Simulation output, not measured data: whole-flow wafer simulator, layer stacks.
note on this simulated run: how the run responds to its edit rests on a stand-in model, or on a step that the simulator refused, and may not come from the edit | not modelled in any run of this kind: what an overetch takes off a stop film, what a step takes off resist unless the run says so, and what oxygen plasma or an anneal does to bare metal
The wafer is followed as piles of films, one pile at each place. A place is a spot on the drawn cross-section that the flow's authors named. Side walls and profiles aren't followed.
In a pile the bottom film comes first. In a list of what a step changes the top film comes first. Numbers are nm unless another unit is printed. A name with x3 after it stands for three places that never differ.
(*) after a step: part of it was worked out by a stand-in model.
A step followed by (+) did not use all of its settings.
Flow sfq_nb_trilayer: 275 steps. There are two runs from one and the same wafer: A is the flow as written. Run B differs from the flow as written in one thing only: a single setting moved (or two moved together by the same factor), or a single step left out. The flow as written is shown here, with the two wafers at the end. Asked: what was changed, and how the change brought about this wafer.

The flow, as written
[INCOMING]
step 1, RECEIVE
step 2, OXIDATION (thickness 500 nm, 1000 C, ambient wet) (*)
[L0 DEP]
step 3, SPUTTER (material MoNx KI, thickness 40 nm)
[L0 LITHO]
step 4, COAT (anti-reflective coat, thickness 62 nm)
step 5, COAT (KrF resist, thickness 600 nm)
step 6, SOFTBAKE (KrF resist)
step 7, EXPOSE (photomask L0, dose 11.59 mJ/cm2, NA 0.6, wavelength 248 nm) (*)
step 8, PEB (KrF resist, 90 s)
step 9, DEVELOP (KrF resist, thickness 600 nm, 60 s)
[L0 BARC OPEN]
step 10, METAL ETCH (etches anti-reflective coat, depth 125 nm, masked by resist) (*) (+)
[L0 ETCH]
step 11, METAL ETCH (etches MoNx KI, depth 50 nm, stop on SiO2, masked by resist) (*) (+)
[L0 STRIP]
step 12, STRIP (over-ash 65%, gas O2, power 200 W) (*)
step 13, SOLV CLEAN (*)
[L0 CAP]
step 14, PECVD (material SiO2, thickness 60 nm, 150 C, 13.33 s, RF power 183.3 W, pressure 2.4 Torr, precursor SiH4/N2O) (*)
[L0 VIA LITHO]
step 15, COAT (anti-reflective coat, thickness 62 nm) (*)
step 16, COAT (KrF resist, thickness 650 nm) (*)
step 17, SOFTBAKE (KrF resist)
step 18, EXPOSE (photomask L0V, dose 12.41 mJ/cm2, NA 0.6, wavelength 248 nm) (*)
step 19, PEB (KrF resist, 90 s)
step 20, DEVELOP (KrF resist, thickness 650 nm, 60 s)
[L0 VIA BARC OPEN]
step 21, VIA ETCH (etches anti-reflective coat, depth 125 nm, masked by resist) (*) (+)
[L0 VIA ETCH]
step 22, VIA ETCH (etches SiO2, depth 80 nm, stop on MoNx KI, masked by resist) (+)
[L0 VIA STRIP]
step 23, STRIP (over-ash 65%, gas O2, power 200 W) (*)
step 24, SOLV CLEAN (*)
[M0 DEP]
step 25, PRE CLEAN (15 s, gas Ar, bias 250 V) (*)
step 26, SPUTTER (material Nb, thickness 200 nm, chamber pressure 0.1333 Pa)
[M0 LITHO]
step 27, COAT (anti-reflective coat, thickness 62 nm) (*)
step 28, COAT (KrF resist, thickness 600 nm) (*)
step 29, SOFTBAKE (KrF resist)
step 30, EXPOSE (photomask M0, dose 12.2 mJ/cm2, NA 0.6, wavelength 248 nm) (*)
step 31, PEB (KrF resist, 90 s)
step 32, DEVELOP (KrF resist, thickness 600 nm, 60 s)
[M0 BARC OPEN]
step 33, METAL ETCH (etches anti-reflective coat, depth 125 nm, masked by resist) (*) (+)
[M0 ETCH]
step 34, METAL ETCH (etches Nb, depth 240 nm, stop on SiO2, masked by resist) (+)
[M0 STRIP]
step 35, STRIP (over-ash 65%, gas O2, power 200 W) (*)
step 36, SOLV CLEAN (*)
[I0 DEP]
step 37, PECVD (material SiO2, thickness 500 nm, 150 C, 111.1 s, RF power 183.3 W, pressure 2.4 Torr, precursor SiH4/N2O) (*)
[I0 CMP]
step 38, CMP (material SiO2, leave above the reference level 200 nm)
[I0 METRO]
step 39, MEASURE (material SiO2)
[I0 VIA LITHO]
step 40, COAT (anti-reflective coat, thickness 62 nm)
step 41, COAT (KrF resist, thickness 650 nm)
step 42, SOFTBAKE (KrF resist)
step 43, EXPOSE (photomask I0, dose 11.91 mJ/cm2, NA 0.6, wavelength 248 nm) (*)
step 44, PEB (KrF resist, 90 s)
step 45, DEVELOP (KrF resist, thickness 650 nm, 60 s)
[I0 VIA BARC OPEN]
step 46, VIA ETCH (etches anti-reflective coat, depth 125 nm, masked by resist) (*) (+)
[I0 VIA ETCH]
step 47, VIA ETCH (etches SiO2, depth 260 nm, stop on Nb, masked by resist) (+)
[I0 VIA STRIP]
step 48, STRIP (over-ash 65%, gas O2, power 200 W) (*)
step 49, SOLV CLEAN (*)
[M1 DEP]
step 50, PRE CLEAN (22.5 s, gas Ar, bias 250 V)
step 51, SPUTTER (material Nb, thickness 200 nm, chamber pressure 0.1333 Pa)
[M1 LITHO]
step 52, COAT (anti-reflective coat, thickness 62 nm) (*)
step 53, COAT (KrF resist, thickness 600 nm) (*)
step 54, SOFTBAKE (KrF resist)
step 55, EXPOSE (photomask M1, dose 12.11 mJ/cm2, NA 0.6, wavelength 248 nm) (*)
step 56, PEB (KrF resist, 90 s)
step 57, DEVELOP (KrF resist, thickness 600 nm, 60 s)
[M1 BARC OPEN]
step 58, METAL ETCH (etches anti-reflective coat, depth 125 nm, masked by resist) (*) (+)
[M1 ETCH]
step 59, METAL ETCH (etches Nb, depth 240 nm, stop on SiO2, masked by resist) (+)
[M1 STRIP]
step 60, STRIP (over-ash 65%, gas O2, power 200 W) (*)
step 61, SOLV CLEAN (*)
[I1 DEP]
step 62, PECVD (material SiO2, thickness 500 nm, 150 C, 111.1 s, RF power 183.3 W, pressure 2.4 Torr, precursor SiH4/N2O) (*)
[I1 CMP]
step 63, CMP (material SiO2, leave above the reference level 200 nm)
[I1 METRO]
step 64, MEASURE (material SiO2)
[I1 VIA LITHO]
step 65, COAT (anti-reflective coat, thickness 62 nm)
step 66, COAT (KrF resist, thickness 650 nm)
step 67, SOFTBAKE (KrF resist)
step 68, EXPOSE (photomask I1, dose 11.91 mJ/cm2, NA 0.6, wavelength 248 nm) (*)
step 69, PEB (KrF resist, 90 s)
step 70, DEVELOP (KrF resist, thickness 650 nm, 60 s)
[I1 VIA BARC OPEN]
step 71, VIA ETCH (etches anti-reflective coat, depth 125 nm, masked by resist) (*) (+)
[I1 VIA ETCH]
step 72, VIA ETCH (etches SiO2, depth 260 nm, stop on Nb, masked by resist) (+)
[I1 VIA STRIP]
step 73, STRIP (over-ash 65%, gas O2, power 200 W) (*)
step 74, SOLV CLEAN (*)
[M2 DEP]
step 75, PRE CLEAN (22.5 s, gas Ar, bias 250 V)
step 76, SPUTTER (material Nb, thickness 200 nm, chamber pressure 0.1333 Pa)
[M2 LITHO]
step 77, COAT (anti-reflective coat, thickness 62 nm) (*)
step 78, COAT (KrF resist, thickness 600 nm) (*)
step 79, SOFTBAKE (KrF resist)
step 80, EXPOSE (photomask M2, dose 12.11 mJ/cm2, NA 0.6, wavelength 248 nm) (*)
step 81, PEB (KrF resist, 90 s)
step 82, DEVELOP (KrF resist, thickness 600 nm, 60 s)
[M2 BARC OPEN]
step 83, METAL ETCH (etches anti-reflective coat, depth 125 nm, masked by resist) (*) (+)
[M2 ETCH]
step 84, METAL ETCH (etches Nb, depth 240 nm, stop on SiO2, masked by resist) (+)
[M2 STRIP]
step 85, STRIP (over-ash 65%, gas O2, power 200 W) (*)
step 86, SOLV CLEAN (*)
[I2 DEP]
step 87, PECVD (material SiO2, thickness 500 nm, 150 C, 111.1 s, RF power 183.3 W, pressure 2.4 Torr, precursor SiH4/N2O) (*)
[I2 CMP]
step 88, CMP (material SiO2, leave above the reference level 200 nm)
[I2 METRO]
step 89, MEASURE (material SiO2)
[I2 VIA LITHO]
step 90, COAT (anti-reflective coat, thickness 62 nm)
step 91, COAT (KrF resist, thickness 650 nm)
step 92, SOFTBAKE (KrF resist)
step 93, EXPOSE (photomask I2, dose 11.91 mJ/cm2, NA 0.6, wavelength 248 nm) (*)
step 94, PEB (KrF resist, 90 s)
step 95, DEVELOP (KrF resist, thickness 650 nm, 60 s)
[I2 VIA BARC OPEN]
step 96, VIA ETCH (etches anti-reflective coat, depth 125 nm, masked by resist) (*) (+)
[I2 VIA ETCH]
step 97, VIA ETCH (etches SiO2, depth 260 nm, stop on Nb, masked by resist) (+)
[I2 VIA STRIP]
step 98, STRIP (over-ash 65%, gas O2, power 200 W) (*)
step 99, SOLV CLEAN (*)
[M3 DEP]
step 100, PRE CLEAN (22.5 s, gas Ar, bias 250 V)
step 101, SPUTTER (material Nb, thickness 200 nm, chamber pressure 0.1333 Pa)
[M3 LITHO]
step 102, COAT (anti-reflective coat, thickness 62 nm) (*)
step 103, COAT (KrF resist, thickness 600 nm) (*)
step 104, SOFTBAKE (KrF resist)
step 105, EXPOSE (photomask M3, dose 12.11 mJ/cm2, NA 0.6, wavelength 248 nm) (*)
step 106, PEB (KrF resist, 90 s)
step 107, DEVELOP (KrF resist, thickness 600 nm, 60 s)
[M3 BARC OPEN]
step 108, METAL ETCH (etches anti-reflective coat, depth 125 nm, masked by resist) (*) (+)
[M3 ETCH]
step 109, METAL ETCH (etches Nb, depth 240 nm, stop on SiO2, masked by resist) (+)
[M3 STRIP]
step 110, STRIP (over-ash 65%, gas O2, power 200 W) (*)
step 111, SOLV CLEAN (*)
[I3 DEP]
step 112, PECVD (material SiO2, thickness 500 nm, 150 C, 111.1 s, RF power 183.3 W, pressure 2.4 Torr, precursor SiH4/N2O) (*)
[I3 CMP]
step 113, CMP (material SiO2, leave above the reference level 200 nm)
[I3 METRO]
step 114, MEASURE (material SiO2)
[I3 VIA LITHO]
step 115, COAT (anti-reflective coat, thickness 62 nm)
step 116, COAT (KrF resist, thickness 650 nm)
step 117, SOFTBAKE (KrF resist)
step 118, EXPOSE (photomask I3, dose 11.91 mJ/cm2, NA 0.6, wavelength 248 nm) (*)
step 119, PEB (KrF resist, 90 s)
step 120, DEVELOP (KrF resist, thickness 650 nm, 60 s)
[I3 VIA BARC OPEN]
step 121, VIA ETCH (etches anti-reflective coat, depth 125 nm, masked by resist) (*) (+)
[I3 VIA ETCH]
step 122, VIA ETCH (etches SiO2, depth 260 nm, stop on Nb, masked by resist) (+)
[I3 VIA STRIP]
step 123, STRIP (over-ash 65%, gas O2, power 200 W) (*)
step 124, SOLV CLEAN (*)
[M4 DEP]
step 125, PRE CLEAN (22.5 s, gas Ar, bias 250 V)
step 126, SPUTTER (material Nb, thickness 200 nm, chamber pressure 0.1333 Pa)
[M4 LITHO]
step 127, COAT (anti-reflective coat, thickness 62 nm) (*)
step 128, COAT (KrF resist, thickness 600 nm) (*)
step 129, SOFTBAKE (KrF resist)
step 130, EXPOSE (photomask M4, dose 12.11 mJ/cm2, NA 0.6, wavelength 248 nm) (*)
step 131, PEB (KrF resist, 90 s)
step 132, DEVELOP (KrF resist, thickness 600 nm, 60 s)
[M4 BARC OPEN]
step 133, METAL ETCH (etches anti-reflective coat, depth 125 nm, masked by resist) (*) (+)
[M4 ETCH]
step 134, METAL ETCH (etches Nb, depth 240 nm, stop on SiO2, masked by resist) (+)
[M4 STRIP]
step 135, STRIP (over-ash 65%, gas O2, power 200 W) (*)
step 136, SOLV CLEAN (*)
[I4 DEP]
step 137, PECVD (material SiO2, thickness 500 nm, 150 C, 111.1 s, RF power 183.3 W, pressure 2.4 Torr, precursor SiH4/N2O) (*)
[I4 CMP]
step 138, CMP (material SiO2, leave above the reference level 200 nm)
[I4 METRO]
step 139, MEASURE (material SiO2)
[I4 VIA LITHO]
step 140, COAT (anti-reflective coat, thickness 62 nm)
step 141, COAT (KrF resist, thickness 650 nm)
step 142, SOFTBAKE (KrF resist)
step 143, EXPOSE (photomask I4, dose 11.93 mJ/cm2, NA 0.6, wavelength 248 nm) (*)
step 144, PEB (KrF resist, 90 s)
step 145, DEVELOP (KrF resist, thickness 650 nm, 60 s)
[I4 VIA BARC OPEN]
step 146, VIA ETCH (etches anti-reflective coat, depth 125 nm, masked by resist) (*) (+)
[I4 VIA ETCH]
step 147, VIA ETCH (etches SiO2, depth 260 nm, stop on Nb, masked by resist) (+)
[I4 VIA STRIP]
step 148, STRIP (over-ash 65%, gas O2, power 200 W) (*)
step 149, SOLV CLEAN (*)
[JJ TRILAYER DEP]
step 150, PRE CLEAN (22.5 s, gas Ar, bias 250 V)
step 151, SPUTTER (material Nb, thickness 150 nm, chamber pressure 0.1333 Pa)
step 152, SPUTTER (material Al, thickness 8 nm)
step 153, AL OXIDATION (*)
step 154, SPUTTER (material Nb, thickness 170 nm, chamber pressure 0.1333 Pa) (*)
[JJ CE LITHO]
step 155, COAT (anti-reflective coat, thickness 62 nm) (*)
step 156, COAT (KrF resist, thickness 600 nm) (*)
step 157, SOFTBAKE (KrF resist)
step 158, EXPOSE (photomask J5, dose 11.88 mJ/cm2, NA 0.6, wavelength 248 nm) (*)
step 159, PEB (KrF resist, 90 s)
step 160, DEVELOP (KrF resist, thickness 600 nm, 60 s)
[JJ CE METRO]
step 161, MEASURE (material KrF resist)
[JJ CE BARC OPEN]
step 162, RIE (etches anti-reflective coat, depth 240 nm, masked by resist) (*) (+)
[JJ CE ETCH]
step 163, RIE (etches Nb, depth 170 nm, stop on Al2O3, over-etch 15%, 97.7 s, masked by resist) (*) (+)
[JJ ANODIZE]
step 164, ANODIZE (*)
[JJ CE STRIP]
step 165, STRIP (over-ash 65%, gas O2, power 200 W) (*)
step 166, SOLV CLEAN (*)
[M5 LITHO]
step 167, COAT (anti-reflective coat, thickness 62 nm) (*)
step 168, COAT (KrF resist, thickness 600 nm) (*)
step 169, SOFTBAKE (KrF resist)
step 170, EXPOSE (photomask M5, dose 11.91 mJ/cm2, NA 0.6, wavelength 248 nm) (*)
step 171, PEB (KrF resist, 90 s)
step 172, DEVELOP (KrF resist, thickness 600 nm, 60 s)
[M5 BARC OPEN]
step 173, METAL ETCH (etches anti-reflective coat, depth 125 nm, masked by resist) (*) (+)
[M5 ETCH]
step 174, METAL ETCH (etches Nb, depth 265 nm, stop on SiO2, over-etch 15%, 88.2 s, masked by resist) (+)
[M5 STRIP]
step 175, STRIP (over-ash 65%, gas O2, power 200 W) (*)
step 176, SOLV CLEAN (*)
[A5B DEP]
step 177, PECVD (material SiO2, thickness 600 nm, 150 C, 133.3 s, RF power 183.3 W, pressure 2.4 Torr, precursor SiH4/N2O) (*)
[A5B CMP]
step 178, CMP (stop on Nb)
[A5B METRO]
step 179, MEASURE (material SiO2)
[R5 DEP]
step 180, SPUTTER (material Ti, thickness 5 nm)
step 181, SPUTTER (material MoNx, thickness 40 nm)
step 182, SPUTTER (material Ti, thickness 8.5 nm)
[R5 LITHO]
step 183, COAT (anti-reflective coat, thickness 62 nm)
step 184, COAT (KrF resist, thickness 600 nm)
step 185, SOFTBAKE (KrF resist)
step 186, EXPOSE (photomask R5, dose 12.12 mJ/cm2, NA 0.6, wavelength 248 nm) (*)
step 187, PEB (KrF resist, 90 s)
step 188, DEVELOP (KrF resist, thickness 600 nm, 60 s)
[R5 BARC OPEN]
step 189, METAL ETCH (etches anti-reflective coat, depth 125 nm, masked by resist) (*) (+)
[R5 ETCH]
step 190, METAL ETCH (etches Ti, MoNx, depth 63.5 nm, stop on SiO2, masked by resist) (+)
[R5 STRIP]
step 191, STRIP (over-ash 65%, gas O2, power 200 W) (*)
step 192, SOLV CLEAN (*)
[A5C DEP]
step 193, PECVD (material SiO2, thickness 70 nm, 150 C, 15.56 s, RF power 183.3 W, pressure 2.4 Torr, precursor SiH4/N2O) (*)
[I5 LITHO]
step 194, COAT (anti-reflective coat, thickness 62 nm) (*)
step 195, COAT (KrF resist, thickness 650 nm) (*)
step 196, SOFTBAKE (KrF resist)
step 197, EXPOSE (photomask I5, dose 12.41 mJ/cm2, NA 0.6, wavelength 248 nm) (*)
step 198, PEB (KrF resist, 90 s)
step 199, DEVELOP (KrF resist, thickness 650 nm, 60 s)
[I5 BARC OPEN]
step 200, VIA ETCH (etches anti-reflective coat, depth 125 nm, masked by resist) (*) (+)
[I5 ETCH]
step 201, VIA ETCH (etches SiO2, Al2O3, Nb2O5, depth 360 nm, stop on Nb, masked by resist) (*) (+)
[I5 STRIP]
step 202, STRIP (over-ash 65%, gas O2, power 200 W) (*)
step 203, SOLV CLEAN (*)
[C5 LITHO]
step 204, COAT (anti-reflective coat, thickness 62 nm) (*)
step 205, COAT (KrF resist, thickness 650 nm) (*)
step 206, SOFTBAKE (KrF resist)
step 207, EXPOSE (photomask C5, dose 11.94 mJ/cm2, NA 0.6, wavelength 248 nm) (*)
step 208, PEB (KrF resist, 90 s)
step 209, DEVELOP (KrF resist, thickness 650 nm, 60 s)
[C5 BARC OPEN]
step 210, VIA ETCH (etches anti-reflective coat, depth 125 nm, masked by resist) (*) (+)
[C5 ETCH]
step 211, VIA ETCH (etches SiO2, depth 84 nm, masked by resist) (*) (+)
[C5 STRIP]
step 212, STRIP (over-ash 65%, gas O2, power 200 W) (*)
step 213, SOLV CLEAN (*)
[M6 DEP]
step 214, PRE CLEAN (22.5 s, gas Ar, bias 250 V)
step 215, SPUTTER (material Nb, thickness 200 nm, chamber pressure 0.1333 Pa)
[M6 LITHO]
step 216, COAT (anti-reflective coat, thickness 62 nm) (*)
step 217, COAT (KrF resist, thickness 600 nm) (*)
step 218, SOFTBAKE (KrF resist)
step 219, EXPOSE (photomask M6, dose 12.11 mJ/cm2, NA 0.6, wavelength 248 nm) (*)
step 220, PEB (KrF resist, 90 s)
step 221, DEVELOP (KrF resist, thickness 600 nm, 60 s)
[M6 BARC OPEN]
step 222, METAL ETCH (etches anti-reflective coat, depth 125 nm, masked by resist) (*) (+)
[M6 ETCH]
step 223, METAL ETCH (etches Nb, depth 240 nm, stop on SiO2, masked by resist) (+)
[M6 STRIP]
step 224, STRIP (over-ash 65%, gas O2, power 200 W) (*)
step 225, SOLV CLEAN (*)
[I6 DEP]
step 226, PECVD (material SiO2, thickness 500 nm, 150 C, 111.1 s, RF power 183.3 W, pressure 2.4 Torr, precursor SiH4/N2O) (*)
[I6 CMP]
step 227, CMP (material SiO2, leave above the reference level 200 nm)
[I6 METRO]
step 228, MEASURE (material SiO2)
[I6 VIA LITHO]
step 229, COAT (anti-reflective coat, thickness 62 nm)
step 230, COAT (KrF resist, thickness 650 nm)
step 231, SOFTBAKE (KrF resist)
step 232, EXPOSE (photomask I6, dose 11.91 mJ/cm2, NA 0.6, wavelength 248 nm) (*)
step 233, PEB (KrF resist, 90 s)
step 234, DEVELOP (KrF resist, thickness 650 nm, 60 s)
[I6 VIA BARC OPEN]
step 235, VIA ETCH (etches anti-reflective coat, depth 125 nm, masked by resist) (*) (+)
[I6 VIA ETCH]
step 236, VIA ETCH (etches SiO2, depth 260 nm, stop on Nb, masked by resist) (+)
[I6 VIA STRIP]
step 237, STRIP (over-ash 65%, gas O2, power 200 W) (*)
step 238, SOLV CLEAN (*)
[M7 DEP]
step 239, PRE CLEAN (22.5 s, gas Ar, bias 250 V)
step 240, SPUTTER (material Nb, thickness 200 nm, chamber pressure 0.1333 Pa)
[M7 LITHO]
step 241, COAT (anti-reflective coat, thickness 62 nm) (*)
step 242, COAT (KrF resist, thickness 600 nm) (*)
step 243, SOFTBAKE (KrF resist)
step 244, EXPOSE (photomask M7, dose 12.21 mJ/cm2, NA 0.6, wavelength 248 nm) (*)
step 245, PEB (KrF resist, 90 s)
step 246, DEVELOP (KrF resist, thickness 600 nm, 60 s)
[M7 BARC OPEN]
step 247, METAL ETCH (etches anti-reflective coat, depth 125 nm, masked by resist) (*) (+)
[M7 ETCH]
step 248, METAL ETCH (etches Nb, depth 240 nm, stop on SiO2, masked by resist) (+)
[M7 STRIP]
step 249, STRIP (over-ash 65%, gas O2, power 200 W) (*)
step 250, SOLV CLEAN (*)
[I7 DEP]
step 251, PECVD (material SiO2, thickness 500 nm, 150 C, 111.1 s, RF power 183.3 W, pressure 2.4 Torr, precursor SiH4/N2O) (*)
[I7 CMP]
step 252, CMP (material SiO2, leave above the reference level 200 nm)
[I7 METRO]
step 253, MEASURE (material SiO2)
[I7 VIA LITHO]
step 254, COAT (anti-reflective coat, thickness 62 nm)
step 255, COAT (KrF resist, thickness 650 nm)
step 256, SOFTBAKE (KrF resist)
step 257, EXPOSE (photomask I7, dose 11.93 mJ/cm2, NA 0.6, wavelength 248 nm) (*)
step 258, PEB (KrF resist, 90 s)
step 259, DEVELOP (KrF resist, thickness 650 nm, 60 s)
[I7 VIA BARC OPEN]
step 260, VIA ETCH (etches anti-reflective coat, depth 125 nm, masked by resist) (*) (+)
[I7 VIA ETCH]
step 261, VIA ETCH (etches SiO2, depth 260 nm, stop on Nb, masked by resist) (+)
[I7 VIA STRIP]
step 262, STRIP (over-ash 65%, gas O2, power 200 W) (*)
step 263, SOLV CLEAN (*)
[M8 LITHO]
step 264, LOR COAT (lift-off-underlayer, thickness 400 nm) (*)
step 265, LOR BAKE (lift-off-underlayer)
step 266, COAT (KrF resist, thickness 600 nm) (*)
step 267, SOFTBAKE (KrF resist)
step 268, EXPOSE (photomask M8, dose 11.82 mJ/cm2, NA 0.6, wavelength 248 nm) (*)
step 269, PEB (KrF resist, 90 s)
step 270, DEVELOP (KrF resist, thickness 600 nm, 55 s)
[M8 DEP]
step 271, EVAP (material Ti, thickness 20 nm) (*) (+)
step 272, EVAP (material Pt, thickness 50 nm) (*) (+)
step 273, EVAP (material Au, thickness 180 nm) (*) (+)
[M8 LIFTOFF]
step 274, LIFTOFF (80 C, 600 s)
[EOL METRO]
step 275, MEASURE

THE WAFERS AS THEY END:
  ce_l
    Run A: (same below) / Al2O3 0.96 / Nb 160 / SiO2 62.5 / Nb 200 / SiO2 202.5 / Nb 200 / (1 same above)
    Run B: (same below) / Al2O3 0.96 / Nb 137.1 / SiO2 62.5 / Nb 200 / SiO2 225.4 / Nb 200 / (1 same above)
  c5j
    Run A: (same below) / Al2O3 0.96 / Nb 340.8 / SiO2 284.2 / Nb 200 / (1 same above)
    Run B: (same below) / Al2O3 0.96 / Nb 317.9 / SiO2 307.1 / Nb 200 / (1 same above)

Cause: step 190, METAL ETCH: depth 86.4 nm was run, whereas the flow has depth 63.5 nm.

How this came from the change, step by step:
  step 190, METAL ETCH (etches Ti, MoNx, depth 63.5 nm, stop on SiO2, masked by resist) (+)
      be_r, r_sur, res, r_end, r5r_line_l, r5r_line_c, r5r_line_r: A KrF resist loses 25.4 | B KrF resist loses 34.6
      ce_l, c5j, ce_r, wl_jj: A Ti loses 8.5 (all of it), MoNx loses 40 (all of it), Ti loses 5 (all of it), Nb loses 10 | B Ti loses 8.5 (all of it), MoNx loses 40 (all of it), Ti loses 5 (all of it), Nb loses 32.9
  step 194, COAT (anti-reflective coat, thickness 62 nm) (*)
      wl_j_sl, wl_j_sr: A anti-reflective coat gains 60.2 (new film) | B anti-reflective coat gains 56.6 (new film)
      jj_sur: A anti-reflective coat gains 60.8 (new film) | B anti-reflective coat gains 57.2 (new film)
      (as well as at 5 more places)
  step 202, STRIP (over-ash 65%, gas O2, power 200 W) (*)
      wl_j_sl, wl_j_sr: A KrF resist loses 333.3 (all of it), anti-reflective coat loses 60.2 (all of it) | B KrF resist loses 333.3 (all of it), anti-reflective coat loses 56.6 (all of it)
      jj_sur: A KrF resist loses 337.2 (all of it), anti-reflective coat loses 60.8 (all of it) | B KrF resist loses 337.5 (all of it), anti-reflective coat loses 57.2 (all of it)
      (as well as at 5 more places)
  step 204, COAT (anti-reflective coat, thickness 62 nm) (*)
      wl_j_sl, wl_j_sr: A anti-reflective coat gains 60.2 (new film) | B anti-reflective coat gains 56.6 (new film)
      jj_sur: A anti-reflective coat gains 59.5 (new film) | B anti-reflective coat gains 55.9 (new film)
      (as well as at 5 more places)
  step 210, VIA ETCH (etches anti-reflective coat, depth 125 nm, masked by resist) (*) (+)
      c5j: A anti-reflective coat loses 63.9 (all of it), SiO2 loses 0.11 | B anti-reflective coat loses 70.2 (all of it), SiO2 loses 0.07
  step 212, STRIP (over-ash 65%, gas O2, power 200 W) (*)
      wl_j_sl, wl_j_sr: A KrF resist loses 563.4 (all of it), anti-reflective coat loses 60.2 (all of it) | B KrF resist loses 563.4 (all of it), anti-reflective coat loses 56.6 (all of it)
      jj_sur: A KrF resist loses 562 (all of it), anti-reflective coat loses 59.5 (all of it) | B KrF resist loses 562.2 (all of it), anti-reflective coat loses 55.9 (all of it)
      (as well as at 4 more places)
  step 216, COAT (anti-reflective coat, thickness 62 nm) (*)
      wl_j_sl, wl_j_sr: A anti-reflective coat gains 60.2 (new film) | B anti-reflective coat gains 56.7 (new film)
      jj_sur: A anti-reflective coat gains 56.1 (new film) | B anti-reflective coat gains 52.3 (new film)
      (as well as at 5 more places)
  step 224, STRIP (over-ash 65%, gas O2, power 200 W) (*)
      wl_j_sl, wl_j_sr: A KrF resist loses 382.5 (all of it), anti-reflective coat loses 60.2 (all of it) | B KrF resist loses 382.3 (all of it), anti-reflective coat loses 56.7 (all of it)
      jj_sur: A KrF resist loses 378.5 (all of it), anti-reflective coat loses 56.1 (all of it) | B KrF resist loses 378.5 (all of it), anti-reflective coat loses 52.3 (all of it)
      (as well as at 5 more places)
  step 227, CMP (material SiO2, leave above the reference level 200 nm)
      ce_l, ce_r, wl_jj: A SiO2 loses 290 | B SiO2 loses 267.1
      c5j: A SiO2 loses 223 | B SiO2 loses 200.1
